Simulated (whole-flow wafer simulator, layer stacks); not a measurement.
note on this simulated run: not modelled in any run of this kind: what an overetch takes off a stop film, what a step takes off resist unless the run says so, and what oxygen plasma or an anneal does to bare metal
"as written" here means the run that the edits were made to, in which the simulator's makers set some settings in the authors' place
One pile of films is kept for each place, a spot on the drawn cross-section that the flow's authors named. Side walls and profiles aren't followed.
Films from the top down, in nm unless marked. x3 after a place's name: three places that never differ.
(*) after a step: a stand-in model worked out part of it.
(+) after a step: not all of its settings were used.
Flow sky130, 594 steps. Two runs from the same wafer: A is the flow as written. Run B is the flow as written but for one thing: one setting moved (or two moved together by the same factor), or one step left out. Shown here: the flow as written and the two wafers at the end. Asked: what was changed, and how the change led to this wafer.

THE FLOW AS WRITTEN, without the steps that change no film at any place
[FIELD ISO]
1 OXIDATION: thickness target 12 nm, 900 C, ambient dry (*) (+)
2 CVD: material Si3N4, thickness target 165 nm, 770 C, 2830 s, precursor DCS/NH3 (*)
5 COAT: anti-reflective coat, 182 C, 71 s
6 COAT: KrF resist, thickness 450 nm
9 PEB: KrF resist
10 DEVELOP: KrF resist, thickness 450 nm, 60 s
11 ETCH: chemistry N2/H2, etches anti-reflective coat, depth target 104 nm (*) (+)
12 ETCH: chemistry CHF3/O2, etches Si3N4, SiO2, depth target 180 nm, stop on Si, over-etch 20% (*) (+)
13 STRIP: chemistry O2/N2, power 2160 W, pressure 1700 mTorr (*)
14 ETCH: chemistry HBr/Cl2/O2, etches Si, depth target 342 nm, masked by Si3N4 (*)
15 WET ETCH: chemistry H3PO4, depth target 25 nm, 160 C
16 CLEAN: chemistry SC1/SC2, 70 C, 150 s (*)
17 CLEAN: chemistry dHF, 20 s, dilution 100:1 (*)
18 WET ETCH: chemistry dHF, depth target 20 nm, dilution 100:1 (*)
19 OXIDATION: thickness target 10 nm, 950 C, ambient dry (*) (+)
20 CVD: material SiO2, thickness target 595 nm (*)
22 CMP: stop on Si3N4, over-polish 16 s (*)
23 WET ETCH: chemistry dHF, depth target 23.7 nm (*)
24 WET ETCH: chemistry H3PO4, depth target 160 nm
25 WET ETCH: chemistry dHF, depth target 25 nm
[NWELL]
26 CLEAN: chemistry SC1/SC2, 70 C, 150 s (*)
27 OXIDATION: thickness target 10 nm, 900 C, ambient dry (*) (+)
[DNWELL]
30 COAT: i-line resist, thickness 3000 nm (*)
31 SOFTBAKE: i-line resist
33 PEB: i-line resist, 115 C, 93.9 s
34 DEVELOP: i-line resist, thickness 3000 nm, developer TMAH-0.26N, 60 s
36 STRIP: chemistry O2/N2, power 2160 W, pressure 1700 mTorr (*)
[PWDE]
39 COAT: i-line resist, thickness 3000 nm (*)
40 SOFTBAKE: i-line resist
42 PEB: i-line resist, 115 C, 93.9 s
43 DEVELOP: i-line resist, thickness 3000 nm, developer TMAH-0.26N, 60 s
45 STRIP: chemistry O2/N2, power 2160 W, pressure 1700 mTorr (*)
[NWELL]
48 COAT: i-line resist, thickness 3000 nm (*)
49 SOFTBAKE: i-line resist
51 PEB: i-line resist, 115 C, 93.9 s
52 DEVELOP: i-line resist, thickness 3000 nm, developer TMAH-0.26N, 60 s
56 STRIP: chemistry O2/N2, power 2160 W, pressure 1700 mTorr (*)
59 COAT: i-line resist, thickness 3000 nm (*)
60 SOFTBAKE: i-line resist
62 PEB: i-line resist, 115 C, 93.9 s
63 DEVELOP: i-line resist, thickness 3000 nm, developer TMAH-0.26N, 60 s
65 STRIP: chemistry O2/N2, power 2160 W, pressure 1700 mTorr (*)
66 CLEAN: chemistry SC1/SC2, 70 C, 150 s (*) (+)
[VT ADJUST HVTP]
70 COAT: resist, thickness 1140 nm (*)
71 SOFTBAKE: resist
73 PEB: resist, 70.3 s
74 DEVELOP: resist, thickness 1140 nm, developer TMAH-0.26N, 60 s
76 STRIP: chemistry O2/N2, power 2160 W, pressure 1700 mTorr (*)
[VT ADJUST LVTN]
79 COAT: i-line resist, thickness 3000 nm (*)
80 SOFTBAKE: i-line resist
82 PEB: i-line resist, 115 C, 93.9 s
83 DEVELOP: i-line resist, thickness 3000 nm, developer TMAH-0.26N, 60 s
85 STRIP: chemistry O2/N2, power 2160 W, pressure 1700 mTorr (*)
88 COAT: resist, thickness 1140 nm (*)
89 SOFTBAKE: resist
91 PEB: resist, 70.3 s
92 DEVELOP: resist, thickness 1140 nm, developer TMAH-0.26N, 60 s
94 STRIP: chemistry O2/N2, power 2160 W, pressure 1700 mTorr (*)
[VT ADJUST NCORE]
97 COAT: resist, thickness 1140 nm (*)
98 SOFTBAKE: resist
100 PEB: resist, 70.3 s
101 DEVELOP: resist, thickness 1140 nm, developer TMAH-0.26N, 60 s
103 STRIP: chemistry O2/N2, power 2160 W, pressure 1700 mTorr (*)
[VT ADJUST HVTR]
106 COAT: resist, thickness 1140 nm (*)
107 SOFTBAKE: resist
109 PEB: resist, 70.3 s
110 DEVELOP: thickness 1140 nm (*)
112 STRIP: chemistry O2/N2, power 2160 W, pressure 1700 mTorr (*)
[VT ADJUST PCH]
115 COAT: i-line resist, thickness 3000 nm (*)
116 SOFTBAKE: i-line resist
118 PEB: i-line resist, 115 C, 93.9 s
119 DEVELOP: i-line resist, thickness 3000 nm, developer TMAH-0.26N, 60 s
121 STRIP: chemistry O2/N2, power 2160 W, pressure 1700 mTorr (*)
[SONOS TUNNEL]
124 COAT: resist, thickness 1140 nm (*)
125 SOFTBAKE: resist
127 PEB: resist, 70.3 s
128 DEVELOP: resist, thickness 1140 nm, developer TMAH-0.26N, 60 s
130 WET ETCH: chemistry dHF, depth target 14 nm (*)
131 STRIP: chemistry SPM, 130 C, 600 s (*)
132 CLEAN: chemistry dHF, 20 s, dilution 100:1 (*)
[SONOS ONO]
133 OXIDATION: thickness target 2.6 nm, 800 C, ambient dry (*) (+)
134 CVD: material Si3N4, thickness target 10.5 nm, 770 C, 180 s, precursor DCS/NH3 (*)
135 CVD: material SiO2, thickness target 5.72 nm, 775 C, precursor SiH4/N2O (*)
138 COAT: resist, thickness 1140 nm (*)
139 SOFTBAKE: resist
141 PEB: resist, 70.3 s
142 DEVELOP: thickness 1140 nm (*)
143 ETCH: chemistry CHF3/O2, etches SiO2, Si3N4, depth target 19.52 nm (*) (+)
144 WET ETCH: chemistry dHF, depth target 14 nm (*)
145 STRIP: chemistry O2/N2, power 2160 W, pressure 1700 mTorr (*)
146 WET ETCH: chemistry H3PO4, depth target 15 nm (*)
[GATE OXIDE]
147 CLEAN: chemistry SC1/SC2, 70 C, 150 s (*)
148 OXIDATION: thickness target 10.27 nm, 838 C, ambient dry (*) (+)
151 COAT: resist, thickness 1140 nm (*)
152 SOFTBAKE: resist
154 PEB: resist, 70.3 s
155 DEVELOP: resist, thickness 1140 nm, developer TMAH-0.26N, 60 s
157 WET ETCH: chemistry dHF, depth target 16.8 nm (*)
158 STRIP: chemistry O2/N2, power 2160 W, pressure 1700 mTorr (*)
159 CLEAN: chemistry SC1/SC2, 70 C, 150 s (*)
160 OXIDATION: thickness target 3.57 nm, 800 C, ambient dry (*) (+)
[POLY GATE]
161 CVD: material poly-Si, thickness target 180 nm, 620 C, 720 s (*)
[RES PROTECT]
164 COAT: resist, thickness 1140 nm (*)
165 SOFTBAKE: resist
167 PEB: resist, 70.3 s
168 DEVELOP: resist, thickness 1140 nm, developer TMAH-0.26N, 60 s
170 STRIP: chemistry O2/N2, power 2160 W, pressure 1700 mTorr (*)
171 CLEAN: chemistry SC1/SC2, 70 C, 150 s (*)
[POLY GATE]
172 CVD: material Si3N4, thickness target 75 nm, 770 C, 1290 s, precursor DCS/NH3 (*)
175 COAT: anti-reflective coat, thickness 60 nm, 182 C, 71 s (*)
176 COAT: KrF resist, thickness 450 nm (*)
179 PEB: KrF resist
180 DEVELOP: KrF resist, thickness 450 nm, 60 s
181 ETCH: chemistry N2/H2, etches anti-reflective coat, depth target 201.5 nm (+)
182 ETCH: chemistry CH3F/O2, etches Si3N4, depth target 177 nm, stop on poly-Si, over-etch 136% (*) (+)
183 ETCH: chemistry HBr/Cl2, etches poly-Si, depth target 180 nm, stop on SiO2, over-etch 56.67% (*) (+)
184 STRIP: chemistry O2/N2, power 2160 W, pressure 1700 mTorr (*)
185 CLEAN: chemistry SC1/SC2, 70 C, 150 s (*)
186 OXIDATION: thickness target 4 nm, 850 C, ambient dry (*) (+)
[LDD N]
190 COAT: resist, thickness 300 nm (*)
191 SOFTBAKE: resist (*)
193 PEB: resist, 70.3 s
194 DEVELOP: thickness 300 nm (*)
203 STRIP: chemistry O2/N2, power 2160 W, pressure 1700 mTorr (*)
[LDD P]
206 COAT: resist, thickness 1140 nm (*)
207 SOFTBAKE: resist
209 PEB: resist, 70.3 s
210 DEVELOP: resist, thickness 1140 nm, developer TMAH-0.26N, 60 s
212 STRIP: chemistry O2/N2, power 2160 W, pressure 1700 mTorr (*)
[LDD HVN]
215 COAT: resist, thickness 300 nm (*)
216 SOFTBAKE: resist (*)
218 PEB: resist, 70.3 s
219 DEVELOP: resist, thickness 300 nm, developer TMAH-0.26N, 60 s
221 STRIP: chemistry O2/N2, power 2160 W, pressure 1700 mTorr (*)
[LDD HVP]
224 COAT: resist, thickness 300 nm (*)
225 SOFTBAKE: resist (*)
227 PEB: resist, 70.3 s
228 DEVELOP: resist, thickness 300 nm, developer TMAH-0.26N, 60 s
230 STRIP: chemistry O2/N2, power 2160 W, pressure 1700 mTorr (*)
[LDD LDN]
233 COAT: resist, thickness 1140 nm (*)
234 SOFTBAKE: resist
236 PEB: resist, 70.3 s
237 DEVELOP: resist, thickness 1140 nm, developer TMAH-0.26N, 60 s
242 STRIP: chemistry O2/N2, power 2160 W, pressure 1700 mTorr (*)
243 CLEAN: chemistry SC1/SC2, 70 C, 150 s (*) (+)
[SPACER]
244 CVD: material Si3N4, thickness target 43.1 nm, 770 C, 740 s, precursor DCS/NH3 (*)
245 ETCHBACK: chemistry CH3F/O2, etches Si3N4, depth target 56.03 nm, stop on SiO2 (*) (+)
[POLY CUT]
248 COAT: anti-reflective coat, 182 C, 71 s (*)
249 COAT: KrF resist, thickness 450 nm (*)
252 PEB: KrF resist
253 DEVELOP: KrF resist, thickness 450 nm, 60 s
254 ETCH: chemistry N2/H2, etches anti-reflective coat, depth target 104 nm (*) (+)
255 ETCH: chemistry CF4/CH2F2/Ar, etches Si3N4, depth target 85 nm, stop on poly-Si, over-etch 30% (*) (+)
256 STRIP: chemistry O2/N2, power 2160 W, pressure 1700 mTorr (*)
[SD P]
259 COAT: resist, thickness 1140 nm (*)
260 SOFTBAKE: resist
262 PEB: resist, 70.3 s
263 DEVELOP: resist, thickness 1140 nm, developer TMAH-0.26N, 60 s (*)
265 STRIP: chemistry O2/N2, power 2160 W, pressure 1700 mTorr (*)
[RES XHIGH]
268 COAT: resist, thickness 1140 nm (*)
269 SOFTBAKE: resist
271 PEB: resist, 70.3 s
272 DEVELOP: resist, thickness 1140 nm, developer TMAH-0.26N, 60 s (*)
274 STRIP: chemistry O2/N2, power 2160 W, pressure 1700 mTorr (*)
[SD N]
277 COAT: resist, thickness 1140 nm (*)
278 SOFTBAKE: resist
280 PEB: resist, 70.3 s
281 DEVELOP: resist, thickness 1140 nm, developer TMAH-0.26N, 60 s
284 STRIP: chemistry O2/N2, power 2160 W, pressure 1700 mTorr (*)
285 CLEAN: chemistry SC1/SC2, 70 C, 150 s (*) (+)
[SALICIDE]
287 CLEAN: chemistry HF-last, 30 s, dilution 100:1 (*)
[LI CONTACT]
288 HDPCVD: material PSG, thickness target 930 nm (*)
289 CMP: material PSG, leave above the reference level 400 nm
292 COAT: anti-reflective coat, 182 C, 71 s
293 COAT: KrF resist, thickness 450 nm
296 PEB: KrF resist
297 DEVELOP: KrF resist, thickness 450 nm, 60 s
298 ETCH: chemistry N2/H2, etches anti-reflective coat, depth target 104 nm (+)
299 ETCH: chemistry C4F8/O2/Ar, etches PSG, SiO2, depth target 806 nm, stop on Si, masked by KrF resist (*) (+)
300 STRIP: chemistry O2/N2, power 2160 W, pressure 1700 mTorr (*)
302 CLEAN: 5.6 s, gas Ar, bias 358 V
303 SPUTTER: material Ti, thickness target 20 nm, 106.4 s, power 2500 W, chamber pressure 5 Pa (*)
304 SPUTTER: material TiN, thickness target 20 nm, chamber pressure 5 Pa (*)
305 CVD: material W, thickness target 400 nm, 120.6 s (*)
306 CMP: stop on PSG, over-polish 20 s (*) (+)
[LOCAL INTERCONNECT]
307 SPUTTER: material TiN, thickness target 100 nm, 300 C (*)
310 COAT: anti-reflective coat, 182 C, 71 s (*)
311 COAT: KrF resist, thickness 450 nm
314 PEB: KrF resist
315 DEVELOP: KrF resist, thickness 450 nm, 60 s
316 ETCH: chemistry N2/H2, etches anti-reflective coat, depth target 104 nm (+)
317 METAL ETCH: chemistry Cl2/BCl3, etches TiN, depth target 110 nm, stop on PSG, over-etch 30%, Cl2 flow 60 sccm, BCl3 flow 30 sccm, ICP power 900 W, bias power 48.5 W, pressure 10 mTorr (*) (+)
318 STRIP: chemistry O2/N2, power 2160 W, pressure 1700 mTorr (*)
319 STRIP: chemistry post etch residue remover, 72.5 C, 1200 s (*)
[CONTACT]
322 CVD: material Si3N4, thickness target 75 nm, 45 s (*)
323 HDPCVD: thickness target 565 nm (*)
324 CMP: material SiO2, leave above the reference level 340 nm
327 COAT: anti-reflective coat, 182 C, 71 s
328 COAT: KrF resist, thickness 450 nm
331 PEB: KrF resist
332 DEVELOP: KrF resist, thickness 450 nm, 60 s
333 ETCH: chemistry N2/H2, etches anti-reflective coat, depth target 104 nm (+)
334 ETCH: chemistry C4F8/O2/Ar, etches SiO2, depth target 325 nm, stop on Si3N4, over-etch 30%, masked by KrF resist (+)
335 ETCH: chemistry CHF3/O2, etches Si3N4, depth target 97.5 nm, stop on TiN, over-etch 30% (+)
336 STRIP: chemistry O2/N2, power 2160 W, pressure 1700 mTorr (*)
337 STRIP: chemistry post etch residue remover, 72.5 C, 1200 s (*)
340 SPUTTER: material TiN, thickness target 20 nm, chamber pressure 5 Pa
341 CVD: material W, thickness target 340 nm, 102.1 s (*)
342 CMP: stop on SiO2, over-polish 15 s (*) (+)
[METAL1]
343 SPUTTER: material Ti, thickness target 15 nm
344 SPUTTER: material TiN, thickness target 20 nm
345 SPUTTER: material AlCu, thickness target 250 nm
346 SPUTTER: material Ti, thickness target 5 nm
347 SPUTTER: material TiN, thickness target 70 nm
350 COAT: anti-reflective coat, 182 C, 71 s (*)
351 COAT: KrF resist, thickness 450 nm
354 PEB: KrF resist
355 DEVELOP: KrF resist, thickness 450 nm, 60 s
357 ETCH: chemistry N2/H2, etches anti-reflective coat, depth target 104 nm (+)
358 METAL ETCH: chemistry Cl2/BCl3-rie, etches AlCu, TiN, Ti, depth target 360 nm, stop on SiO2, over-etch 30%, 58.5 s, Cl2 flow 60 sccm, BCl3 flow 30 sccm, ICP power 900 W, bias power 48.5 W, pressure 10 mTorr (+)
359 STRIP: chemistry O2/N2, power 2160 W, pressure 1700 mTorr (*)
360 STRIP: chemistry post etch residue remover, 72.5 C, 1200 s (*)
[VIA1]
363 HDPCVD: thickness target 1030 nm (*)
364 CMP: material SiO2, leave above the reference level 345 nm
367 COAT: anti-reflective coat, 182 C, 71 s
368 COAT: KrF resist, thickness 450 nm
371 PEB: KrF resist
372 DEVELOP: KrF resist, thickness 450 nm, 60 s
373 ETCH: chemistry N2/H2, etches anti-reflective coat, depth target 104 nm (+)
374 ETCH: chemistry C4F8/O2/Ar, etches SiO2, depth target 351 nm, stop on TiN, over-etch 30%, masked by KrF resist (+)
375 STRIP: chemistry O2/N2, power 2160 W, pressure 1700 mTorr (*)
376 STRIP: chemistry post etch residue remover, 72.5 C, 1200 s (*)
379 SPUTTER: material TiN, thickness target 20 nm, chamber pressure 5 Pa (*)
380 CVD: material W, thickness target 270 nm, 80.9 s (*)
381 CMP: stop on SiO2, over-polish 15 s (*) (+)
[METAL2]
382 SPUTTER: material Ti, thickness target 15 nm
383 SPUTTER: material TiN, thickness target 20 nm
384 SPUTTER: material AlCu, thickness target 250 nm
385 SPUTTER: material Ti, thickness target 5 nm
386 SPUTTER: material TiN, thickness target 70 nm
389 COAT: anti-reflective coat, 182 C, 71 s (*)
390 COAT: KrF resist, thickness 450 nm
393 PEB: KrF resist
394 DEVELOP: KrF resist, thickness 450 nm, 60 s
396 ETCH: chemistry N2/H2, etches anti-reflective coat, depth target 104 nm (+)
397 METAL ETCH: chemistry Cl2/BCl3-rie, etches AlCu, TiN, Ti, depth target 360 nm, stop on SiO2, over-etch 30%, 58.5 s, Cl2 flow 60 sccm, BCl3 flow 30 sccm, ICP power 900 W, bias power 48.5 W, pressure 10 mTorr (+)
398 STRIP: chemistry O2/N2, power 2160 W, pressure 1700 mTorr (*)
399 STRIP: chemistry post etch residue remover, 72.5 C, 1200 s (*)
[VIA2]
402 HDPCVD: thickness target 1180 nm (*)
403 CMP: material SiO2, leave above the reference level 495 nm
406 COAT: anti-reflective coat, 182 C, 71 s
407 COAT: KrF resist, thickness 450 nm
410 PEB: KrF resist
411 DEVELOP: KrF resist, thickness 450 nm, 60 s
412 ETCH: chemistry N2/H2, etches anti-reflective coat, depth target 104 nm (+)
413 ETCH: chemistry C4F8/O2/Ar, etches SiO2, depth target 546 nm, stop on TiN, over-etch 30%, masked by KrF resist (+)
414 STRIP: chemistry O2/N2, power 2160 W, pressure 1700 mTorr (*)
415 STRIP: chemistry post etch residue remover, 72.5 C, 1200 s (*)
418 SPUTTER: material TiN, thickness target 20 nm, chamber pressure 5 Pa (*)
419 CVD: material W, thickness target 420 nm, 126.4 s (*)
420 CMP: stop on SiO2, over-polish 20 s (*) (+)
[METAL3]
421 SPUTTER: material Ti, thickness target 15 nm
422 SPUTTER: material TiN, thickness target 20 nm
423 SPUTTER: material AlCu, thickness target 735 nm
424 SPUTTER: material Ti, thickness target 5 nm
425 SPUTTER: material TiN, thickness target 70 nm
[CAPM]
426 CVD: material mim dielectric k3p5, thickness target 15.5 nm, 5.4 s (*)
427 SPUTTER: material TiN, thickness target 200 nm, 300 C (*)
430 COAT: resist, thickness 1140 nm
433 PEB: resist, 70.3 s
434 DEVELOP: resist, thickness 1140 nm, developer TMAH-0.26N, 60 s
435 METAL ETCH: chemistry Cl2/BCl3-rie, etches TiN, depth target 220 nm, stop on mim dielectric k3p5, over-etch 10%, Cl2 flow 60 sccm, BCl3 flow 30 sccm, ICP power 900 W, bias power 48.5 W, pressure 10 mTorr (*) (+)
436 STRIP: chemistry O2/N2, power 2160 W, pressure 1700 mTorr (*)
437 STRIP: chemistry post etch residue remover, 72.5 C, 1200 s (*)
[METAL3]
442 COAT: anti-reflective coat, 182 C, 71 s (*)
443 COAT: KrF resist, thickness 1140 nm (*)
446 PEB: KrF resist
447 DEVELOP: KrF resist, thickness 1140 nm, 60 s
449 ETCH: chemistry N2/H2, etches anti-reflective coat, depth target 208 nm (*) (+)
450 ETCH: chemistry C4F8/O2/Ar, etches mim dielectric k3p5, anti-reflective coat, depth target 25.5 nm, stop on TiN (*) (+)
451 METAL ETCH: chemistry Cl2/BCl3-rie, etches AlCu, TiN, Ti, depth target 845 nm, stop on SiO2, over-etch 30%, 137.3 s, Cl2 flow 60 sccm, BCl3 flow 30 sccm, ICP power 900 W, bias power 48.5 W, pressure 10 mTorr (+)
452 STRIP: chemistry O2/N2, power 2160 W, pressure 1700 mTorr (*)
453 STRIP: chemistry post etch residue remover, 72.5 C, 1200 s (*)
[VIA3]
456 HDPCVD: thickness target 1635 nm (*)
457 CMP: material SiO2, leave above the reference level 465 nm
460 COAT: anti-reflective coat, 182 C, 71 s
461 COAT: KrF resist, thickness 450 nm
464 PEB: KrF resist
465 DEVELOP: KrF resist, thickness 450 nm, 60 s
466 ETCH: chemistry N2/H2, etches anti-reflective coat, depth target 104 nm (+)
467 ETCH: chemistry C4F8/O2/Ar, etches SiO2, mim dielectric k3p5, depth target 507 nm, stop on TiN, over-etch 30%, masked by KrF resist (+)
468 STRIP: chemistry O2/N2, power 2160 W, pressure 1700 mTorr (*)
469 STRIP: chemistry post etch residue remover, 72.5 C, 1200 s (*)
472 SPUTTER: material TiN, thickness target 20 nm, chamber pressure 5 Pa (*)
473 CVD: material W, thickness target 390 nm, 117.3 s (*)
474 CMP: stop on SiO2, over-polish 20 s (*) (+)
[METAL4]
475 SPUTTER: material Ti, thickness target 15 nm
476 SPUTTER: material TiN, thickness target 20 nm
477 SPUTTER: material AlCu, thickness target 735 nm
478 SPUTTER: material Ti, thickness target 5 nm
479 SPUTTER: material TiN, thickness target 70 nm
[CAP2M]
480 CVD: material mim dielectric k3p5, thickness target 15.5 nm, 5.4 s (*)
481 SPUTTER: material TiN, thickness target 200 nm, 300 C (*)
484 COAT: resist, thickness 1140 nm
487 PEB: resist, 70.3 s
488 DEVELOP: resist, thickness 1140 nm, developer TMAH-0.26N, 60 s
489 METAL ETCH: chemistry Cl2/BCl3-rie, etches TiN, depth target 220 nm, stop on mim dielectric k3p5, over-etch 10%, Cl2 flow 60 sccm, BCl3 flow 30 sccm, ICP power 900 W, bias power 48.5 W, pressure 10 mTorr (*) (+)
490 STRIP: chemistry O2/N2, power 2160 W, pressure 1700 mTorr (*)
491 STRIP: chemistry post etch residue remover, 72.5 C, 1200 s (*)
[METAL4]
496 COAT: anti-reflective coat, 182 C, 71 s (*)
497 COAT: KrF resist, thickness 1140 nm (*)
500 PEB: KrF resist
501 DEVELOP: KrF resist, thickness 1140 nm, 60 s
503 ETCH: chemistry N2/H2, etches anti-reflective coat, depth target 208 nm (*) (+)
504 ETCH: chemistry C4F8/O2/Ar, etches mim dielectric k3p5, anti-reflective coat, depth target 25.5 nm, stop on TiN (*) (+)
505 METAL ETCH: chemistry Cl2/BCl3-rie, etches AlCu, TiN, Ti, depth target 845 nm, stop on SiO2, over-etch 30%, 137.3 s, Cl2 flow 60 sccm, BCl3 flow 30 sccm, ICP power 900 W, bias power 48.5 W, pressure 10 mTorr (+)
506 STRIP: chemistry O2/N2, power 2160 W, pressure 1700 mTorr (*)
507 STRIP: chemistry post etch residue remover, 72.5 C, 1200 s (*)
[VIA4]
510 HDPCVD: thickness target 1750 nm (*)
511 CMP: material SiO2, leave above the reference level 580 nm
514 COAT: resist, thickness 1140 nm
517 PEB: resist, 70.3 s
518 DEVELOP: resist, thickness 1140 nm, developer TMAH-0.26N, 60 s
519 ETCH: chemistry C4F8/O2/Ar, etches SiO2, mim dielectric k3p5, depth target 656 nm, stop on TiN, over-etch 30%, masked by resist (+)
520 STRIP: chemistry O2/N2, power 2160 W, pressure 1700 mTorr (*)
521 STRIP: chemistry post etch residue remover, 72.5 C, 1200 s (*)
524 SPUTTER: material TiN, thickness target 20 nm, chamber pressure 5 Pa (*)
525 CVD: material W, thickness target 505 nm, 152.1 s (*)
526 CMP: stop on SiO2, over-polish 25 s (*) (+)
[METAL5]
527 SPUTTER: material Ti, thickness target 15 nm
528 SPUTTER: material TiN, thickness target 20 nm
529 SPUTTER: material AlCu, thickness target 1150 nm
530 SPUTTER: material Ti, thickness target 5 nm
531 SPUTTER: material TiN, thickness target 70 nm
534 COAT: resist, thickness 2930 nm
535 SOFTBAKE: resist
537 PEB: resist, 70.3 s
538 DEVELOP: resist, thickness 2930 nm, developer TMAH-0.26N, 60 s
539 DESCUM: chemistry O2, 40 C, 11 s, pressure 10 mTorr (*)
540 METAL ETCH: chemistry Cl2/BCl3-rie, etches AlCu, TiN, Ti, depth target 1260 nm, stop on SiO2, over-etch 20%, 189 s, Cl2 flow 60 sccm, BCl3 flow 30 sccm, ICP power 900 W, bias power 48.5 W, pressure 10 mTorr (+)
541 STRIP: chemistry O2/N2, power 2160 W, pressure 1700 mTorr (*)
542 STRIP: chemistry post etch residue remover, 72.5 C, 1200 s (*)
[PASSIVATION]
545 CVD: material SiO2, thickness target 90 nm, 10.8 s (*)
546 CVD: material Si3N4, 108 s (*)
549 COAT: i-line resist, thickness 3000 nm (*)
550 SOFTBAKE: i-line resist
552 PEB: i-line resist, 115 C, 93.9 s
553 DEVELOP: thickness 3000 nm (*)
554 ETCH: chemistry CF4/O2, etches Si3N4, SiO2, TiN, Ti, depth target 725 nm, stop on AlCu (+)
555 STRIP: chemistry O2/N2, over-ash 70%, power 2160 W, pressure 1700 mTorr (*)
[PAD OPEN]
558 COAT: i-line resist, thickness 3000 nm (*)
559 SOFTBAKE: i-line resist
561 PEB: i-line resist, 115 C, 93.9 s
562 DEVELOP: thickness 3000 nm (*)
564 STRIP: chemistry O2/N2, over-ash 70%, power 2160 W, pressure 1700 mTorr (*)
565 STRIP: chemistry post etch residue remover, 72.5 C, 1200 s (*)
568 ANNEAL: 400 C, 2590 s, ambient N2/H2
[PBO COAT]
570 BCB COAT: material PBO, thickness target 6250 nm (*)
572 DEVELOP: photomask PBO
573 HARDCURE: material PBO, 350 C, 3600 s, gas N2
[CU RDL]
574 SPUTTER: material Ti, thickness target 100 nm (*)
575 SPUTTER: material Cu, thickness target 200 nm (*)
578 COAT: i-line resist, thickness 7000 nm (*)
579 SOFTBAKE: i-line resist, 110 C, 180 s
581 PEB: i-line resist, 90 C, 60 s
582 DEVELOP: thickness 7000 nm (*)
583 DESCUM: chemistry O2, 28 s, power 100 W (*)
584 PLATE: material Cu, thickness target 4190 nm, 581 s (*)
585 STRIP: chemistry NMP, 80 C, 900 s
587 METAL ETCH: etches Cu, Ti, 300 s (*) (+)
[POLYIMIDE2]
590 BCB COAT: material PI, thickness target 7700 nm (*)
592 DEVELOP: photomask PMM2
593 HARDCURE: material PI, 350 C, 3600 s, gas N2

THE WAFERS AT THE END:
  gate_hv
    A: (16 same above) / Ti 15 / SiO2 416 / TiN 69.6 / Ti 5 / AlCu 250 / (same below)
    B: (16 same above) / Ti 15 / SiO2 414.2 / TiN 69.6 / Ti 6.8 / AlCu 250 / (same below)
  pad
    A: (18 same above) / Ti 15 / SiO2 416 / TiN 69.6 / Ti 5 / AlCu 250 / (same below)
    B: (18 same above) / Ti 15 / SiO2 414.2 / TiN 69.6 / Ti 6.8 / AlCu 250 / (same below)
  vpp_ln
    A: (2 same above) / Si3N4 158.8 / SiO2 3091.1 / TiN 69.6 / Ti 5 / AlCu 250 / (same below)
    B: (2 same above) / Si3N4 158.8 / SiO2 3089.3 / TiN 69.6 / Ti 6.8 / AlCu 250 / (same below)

The cause: step 385, SPUTTER: thickness target 6.8 nm was run, where the flow has thickness target 5 nm.
It can be read off the wafer: gate_hv has Ti 6.8, and step 385 as written asks for 5 nm.

How the change led to this, step by step:
  385 SPUTTER: material Ti, thickness target 5 nm
      field, active, n_well and 188 more: A Ti +5 (new film) | B Ti +6.8 (new film)
  397 METAL ETCH: chemistry Cl2/BCl3-rie, etches AlCu, TiN, Ti, depth target 360 nm, stop on SiO2, over-etch 30%, 58.5 s, Cl2 flow 60 sccm, BCl3 flow 30 sccm, ICP power 900 W, bias power 48.5 W, pressure 10 mTorr (+)
      field, active, gate and 82 more: A TiN -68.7 (all of it), Ti -5 (all of it), AlCu -250 (all of it), TiN -20 (all of it), Ti -15 (all of it), SiO2 -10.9 | B TiN -68.7 (all of it), Ti -6.8 (all of it), AlCu -250 (all of it), TiN -20 (all of it), Ti -15 (all of it), SiO2 -10.8
